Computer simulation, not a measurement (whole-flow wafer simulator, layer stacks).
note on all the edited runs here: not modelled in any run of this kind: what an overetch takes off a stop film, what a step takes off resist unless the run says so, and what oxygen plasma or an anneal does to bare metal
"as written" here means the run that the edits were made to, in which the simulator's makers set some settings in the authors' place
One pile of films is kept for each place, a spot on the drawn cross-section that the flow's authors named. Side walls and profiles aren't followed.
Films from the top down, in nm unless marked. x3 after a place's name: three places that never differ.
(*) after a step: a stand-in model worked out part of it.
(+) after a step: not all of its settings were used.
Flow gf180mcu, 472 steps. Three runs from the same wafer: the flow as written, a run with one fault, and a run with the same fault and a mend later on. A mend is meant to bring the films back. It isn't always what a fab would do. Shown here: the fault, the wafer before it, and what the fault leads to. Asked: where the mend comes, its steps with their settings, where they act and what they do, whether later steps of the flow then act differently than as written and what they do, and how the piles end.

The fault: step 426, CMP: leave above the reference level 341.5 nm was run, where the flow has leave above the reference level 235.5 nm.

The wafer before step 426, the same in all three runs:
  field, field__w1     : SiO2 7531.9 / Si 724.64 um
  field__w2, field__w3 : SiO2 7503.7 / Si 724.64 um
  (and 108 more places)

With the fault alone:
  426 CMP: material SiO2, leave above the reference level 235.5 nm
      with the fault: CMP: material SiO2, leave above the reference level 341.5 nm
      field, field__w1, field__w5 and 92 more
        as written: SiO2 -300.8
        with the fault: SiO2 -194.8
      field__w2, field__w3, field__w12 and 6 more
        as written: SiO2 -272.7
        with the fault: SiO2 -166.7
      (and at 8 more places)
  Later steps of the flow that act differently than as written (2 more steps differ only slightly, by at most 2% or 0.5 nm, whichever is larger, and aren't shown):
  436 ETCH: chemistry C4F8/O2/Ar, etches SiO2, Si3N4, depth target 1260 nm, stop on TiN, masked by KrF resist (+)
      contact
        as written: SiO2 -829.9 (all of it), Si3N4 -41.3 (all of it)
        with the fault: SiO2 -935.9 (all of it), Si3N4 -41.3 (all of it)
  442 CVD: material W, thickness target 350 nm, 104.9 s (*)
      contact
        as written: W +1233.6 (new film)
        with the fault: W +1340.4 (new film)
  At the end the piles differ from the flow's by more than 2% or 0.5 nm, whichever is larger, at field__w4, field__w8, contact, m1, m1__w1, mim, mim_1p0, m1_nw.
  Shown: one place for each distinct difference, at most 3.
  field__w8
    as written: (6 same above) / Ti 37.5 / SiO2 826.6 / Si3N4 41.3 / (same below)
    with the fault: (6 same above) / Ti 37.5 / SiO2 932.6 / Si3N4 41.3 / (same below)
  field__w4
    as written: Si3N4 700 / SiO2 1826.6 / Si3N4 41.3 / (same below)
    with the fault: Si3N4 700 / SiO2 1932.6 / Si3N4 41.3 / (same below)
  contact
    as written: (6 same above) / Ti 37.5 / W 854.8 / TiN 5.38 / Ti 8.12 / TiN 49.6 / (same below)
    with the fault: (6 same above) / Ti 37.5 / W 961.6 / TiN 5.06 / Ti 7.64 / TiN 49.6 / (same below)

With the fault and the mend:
  The mend comes after step 426.
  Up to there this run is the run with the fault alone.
  426a CMP: material SiO2, leave above the reference level 235.5 nm (the flow's step 426 once more)
      field, field__w1, field__w2 and 109 more
        SiO2 -106
  No later step of the flow acts differently than as written at any place that is followed.
  At the end the piles are the same as the flow's at every place that both follow.
